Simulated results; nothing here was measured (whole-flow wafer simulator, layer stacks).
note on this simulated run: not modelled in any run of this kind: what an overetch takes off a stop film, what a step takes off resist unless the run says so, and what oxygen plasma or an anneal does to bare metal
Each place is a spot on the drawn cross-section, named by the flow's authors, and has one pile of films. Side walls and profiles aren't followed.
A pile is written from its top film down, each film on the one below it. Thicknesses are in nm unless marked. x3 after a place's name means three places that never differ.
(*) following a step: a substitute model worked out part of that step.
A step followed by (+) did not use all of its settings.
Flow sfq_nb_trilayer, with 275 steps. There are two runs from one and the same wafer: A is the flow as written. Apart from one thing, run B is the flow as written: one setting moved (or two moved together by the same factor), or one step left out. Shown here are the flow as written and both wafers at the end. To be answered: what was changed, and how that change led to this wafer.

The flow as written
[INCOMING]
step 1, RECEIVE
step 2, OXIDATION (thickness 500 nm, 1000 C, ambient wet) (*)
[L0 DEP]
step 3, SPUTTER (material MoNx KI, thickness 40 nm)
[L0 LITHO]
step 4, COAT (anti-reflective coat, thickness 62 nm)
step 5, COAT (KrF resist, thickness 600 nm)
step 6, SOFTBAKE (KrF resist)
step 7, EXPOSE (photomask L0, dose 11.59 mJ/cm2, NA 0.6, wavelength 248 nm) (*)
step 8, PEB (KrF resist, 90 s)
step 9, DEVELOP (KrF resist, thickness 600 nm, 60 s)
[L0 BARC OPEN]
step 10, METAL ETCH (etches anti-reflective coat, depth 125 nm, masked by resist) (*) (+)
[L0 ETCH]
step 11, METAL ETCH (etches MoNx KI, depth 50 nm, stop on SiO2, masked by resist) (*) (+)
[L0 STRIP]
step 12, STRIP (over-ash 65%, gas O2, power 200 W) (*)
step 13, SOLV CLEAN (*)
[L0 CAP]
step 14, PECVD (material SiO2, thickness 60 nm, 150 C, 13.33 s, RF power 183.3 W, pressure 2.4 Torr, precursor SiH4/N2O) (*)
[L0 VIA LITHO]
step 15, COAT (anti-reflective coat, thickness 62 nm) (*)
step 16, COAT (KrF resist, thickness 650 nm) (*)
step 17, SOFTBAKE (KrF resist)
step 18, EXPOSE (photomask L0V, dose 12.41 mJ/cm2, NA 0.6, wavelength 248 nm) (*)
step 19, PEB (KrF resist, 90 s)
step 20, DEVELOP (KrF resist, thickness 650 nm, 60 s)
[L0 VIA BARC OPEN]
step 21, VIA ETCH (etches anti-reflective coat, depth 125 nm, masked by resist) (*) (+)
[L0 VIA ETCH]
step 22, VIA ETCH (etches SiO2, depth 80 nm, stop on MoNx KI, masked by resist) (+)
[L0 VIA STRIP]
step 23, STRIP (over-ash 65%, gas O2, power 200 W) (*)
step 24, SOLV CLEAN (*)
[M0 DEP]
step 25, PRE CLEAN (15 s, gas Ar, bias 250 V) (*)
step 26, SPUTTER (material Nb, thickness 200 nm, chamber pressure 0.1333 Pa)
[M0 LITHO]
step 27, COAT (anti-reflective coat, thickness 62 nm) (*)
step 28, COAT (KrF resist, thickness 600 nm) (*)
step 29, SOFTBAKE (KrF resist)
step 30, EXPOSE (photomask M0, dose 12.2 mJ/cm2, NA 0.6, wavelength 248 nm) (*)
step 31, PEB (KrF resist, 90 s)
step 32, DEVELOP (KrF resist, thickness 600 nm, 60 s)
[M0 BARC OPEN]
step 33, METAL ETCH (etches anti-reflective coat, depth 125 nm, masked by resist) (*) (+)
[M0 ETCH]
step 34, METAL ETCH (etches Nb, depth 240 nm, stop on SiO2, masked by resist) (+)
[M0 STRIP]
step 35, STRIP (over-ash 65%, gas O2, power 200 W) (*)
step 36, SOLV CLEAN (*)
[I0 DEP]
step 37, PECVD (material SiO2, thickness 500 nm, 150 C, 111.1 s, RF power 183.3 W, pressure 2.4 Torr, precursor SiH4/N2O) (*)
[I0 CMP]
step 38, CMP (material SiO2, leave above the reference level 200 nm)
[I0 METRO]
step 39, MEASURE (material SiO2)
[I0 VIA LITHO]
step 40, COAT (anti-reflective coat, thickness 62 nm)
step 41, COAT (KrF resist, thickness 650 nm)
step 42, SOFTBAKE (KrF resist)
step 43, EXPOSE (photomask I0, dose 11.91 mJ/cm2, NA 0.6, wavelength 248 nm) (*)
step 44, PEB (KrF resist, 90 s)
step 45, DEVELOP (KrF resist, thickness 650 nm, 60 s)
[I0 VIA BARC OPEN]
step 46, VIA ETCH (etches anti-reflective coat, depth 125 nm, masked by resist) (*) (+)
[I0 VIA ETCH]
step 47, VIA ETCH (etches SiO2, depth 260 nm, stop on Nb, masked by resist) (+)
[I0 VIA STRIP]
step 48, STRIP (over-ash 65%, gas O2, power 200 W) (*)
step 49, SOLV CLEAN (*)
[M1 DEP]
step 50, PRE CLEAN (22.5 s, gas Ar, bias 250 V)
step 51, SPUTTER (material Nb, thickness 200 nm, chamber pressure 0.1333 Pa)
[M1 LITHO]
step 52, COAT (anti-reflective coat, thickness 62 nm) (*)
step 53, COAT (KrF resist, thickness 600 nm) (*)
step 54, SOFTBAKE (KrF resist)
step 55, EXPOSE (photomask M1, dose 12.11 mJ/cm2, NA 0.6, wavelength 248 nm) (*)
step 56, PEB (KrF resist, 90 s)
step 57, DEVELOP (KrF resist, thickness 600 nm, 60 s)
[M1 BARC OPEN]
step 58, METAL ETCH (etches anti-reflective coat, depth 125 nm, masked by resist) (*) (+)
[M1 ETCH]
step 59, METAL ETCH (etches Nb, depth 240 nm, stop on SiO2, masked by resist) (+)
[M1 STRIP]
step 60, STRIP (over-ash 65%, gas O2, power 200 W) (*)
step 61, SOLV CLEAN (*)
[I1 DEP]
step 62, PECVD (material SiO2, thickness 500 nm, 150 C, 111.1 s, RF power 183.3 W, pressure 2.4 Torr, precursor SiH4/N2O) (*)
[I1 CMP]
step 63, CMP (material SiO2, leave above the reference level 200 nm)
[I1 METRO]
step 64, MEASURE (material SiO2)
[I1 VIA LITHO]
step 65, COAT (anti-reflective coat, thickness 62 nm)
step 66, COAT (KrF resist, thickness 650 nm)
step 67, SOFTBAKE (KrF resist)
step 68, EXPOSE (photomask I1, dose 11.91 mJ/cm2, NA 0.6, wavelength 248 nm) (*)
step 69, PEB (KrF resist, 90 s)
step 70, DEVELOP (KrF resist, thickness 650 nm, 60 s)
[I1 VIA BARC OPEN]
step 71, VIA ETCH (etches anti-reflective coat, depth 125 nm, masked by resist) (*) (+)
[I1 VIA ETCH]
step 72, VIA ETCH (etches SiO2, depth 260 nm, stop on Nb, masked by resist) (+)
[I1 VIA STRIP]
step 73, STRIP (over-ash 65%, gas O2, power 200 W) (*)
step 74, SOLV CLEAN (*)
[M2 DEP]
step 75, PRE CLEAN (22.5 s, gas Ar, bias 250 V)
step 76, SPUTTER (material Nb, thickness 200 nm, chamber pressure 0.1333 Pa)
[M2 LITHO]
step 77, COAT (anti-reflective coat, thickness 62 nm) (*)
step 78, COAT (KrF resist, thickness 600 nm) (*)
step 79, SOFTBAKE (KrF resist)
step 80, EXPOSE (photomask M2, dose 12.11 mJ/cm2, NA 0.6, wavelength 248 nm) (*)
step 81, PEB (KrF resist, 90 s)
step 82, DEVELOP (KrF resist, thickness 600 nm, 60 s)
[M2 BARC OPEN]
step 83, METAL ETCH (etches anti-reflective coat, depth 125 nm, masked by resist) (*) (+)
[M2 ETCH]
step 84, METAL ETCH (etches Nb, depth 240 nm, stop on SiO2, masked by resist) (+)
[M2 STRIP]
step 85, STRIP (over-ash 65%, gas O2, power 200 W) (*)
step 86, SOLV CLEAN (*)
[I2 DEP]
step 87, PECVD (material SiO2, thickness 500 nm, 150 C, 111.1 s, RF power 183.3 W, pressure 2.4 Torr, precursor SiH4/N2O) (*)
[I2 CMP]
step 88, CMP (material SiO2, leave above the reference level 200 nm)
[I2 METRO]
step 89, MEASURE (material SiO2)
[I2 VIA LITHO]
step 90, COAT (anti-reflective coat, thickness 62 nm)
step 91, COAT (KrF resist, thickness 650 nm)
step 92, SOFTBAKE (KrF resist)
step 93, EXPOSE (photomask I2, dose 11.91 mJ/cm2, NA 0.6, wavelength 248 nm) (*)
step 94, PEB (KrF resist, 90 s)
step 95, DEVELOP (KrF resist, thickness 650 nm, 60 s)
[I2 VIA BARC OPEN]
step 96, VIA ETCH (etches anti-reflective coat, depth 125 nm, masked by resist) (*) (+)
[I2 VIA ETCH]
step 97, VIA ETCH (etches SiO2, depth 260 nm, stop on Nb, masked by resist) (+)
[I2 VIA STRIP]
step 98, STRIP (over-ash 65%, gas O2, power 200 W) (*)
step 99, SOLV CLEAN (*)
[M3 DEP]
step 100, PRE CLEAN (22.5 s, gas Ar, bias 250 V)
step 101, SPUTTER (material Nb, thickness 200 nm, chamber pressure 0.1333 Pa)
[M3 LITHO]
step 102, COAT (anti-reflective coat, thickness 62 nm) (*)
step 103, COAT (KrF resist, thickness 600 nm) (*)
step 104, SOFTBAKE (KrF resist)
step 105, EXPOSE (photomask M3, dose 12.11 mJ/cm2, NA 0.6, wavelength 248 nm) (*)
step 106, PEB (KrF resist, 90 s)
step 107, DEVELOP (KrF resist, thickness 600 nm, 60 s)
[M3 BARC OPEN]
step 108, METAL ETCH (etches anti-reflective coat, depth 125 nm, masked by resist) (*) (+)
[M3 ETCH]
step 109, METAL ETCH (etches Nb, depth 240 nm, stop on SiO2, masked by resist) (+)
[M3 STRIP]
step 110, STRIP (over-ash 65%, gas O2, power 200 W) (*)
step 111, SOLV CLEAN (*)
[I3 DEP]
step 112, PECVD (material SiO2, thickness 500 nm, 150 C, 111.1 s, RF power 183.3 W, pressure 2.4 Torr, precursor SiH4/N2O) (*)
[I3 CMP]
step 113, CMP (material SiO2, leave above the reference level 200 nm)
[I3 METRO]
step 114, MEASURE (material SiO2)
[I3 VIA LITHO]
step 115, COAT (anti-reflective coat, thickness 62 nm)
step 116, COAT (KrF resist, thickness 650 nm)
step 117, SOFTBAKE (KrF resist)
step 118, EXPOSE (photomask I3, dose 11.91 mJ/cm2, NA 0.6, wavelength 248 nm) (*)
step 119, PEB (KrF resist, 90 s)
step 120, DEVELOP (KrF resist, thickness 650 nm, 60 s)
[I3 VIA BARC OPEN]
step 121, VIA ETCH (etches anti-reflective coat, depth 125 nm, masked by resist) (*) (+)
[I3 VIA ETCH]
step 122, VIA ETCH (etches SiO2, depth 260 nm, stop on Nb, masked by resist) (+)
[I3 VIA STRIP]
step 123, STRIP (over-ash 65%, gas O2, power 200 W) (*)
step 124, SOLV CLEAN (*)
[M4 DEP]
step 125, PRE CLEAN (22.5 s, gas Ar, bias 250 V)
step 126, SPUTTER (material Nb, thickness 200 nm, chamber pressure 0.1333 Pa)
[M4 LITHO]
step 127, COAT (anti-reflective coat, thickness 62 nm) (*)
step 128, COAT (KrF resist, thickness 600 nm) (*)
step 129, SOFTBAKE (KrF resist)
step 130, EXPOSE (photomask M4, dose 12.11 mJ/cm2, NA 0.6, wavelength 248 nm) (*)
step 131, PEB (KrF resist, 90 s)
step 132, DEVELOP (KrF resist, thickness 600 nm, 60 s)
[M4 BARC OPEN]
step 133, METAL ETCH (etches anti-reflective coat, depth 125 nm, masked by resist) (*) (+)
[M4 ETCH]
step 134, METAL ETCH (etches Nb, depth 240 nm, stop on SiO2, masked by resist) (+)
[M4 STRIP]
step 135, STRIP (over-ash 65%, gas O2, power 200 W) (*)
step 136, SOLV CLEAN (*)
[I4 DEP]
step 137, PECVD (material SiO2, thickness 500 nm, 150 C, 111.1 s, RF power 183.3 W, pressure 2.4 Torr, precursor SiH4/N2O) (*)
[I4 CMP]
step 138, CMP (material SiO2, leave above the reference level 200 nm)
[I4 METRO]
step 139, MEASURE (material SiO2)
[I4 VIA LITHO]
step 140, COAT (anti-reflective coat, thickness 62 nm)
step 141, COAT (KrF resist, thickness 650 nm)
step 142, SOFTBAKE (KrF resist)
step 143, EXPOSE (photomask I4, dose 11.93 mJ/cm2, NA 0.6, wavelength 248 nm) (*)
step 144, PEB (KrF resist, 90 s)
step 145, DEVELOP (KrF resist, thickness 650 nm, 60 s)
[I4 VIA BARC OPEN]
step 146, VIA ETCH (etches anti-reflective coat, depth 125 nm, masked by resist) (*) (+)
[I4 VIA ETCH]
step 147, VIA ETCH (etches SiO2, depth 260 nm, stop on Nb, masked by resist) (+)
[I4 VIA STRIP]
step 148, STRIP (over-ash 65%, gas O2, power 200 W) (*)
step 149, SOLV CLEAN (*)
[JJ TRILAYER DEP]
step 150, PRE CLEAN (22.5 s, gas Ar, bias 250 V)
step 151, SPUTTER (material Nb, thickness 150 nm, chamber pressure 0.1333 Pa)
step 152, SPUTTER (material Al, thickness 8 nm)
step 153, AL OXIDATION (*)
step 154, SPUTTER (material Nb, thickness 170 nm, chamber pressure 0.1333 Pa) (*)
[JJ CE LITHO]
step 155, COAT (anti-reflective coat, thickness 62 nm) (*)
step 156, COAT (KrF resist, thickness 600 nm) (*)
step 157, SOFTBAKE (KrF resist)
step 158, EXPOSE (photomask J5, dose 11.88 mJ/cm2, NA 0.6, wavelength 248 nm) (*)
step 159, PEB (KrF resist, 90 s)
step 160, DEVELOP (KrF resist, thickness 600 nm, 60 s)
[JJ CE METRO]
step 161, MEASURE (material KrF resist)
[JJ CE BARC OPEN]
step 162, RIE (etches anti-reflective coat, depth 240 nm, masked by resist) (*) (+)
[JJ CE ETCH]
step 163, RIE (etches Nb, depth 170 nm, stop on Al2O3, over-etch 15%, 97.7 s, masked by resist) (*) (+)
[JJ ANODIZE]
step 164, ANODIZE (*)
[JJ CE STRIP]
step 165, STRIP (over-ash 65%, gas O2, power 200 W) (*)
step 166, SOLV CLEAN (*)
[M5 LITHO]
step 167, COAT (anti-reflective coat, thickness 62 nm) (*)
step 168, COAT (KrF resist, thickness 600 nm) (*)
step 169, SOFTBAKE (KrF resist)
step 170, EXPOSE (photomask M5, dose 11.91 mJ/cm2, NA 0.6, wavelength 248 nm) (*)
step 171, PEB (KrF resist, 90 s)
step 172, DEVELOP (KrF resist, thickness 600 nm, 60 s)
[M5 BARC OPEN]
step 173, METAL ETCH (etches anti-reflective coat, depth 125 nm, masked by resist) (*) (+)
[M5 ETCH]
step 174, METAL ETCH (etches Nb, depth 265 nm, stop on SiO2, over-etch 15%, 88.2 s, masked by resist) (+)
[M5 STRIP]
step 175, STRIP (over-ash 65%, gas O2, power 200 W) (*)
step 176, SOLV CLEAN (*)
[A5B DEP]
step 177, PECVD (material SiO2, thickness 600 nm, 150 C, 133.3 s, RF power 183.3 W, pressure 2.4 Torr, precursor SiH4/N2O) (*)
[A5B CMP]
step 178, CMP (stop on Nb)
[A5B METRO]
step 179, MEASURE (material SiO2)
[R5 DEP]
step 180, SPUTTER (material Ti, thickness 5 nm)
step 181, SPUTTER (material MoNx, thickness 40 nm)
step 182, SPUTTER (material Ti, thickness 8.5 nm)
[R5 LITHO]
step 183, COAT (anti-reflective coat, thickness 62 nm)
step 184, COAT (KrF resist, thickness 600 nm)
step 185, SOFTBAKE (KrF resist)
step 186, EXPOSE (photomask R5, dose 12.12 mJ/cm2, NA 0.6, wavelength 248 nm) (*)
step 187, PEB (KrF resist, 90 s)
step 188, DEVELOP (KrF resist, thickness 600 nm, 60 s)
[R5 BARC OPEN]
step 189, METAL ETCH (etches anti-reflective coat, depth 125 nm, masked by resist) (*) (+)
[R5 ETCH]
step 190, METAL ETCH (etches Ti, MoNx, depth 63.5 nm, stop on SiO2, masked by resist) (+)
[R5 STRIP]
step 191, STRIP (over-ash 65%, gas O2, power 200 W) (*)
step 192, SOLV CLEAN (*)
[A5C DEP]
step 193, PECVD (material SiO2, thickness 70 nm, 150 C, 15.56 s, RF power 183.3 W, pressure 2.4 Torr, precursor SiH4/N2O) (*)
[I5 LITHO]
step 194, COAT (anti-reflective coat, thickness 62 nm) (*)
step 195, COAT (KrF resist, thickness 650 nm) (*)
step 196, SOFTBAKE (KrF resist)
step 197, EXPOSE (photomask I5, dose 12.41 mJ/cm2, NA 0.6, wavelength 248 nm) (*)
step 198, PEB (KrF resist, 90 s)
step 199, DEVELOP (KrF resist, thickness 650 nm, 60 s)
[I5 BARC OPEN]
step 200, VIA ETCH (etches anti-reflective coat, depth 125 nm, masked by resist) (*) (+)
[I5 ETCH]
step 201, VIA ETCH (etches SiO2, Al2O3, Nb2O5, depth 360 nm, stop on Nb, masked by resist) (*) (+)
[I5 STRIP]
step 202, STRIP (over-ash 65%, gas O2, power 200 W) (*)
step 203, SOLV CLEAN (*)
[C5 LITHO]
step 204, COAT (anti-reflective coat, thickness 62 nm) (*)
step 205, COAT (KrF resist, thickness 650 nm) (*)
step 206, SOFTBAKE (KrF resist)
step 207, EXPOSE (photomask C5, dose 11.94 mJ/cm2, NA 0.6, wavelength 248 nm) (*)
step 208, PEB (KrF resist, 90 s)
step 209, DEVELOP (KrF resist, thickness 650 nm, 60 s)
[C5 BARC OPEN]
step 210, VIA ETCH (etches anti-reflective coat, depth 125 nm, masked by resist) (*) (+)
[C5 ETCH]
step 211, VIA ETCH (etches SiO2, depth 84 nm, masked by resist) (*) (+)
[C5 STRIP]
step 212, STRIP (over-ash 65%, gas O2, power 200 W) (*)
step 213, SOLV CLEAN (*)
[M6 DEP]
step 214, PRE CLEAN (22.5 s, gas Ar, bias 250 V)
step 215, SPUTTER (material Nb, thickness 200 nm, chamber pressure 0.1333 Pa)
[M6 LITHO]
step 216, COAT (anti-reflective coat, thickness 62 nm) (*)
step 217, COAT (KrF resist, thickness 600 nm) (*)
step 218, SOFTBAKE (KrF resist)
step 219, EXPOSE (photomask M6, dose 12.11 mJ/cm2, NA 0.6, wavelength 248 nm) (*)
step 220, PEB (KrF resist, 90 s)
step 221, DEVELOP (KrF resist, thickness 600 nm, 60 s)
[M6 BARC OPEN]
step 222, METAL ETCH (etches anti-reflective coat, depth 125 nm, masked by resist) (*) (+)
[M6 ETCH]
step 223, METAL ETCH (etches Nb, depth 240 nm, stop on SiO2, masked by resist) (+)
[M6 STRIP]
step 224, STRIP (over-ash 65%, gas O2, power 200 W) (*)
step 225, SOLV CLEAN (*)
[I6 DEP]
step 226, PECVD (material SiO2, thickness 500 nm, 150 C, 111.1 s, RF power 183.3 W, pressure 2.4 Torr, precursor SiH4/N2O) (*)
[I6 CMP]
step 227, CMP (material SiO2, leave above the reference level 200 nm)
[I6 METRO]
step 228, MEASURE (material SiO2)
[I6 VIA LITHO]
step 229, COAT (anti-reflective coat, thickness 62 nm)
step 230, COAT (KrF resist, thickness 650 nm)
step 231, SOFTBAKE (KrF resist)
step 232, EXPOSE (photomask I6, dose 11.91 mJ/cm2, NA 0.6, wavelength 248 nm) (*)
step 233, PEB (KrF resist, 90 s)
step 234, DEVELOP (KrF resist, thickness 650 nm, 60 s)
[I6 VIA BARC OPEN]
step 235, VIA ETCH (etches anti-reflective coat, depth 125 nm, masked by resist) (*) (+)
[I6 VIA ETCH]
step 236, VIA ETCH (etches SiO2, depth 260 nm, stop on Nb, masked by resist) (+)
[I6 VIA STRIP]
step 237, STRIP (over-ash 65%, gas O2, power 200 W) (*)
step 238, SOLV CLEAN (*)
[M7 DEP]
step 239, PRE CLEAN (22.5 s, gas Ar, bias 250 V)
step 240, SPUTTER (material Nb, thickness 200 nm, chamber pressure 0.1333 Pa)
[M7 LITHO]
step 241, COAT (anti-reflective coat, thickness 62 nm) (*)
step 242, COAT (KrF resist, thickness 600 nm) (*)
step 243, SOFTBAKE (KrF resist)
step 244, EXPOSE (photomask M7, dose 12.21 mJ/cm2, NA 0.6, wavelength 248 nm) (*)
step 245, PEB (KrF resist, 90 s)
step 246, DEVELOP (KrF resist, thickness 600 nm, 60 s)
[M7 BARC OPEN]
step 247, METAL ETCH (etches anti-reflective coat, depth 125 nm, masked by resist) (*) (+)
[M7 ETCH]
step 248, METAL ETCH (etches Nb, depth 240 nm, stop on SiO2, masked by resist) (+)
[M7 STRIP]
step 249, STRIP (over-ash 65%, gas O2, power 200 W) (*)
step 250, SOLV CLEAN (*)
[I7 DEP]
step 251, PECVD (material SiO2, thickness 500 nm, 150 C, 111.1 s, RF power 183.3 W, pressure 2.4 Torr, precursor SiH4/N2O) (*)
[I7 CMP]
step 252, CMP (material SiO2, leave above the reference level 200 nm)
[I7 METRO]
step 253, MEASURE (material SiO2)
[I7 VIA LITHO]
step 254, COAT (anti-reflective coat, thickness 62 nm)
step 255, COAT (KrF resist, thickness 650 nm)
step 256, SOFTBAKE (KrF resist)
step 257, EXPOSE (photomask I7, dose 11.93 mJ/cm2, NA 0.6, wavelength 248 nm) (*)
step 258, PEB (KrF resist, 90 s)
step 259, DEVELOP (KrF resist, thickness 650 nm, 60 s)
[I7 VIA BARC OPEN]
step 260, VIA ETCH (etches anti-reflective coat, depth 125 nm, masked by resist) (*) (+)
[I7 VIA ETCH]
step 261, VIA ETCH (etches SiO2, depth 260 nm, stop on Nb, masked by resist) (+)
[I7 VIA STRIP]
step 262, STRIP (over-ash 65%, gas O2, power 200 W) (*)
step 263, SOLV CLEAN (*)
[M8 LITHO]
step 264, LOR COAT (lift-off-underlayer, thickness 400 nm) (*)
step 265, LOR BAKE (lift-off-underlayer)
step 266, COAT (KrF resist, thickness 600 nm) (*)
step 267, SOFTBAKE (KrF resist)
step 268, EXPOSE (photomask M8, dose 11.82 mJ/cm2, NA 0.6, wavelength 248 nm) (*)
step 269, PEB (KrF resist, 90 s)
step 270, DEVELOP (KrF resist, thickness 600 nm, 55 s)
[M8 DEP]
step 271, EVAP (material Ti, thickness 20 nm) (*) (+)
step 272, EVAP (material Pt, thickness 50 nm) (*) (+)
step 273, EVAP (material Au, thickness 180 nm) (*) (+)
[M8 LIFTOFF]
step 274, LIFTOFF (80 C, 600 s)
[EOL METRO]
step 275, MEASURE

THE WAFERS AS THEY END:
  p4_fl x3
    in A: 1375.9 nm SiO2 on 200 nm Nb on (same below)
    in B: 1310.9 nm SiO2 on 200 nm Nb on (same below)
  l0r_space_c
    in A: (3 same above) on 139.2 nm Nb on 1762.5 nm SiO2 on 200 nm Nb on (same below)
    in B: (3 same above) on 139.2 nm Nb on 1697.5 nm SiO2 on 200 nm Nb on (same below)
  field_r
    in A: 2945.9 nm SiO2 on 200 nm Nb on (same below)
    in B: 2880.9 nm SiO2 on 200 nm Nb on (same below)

Cause: step 138, CMP: leave above the reference level 135 nm was run, while the flow as written has leave above the reference level 200 nm.

How this came from the change, step by step:
  step 138, CMP (material SiO2, leave above the reference level 200 nm)
      field_l, be, be_sur and 55 more: A SiO2 loses 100 | B SiO2 loses 165
      v_sur, via_wl, via_w and 35 more: A SiO2 loses 300 | B SiO2 loses 365
      (also at 10 further places)
  step 147, VIA ETCH (etches SiO2, depth 260 nm, stop on Nb, masked by resist) (+)
      field_l, v_sur, via_sp and 100 more: A KrF resist loses 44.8 | B KrF resist loses 34.9
      via_wl, via_w, via_wr: A SiO2 loses 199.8 (all of it) | B SiO2 loses 134.8 (all of it)
  step 151, SPUTTER (material Nb, thickness 150 nm, chamber pressure 0.1333 Pa)
      via_wl, via_w, via_wr: A Nb gains 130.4 | B Nb gains 138
  step 152, SPUTTER (material Al, thickness 8 nm)
      via_wl, via_wr: A Al gains 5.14 (new film) | B Al gains 5.93 (new film)
      via_w: A Al gains 7.12 (new film) | B Al gains 7.75 (new film)
  step 154, SPUTTER (material Nb, thickness 170 nm, chamber pressure 0.1333 Pa) (*)
      via_wl, via_wr: A Nb gains 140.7 (new film) | B Nb gains 121.5 (new film)
      via_w: A Nb gains 141 (new film) | B Nb gains 164.9 (new film)
  step 155, COAT (anti-reflective coat, thickness 62 nm) (*)
      via_wl, via_wr: A anti-reflective coat gains 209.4 (new film) | B anti-reflective coat gains 194.4 (new film)
      v_sur: A anti-reflective coat gains 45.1 (new film) | B anti-reflective coat gains 48.2 (new film)
      (also at 2 further places)
  step 156, COAT (KrF resist, thickness 600 nm) (*)
      via_wl: A KrF resist gains 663 (new film) | B KrF resist gains 639.9 (new film)
      via_w: A KrF resist gains 763.8 (new film) | B KrF resist gains 691.3 (new film)
      (also at 1 further place)
  step 160, DEVELOP (KrF resist, thickness 600 nm, 60 s)
      via_wl: A KrF resist loses 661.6 (all of it) | B KrF resist loses 638.6 (all of it)
      via_w: A KrF resist loses 762.1 (all of it) | B KrF resist loses 689.9 (all of it)
      (also at 1 further place)
  step 162, RIE (etches anti-reflective coat, depth 240 nm, masked by resist) (*) (+)
      ce_l, c5j, ce_r, wl_jj: A KrF resist loses 209.4 | B KrF resist loses 194.4
      via_wl, via_wr: A anti-reflective coat loses 209.4 (all of it) | B anti-reflective coat loses 194.4 (all of it)
      (also at 3 further places)
  step 163, RIE (etches Nb, depth 170 nm, stop on Al2O3, over-etch 15%, 97.7 s, masked by resist) (*) (+)
      via_w: A Nb loses 141 (all of it), Al2O3 loses 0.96 (all of it) | B Nb loses 164.9 (all of it), Al2O3 loses 0.61
      via_wl, via_wr: A Nb loses 140.7 (all of it), Al2O3 loses 0.96 (all of it) | B Nb loses 121.5 (all of it), Al2O3 loses 0.96 (all of it)
  step 164, ANODIZE (*)
      via_w: A Al2O3 gains 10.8 (new film), Nb2O5 gains 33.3 (new film), Al loses 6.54 (all of it), Nb loses 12 | B Al2O3 gains 11.8, Nb2O5 gains 30.9 (new film), Al loses 7.17 (all of it), Nb loses 11.1
      via_wl, via_wr: A Al2O3 gains 7.52 (new film), Nb2O5 gains 39.2 (new film), Al loses 4.56 (all of it), Nb loses 14.1 | B Al2O3 gains 8.83 (new film), Nb2O5 gains 36.8 (new film), Al loses 5.35 (all of it), Nb loses 13.3
  step 165, STRIP (over-ash 65%, gas O2, power 200 W) (*)
      c5j, ce_r: A KrF resist loses 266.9 (all of it), anti-reflective coat loses 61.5 (all of it) | B KrF resist loses 282.4 (all of it), anti-reflective coat loses 61.7 (all of it)
      ce_l: A KrF resist loses 266.8 (all of it), anti-reflective coat loses 61.4 (all of it) | B KrF resist loses 282.3 (all of it), anti-reflective coat loses 61.7 (all of it)
      (also at 1 further place)
  step 167, COAT (anti-reflective coat, thickness 62 nm) (*)
      via_wl: A anti-reflective coat gains 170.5 (new film) | B anti-reflective coat gains 119.1 (new film)
      via_w: A anti-reflective coat gains 84.1 (new film) | B anti-reflective coat gains 74.8 (new film)
      (also at 2 further places)
  step 168, COAT (KrF resist, thickness 600 nm) (*)
      via_w: A KrF resist gains 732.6 (new film) | B KrF resist gains 688.4 (new film)
  step 175, STRIP (over-ash 65%, gas O2, power 200 W) (*)
      v_sur: A KrF resist loses 349.2 (all of it), anti-reflective coat loses 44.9 (all of it) | B KrF resist loses 360.2 (all of it), anti-reflective coat loses 44.8 (all of it)
      via_wl: A KrF resist loses 427 (all of it), anti-reflective coat loses 170.5 (all of it) | B KrF resist loses 421.4 (all of it), anti-reflective coat loses 119.1 (all of it)
      (also at 3 further places)
  step 178, CMP (stop on Nb)
      via_wl, via_wr: A SiO2 loses 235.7 | B SiO2 loses 308.1
      via_w: A SiO2 loses 235.2 | B SiO2 loses 307.6
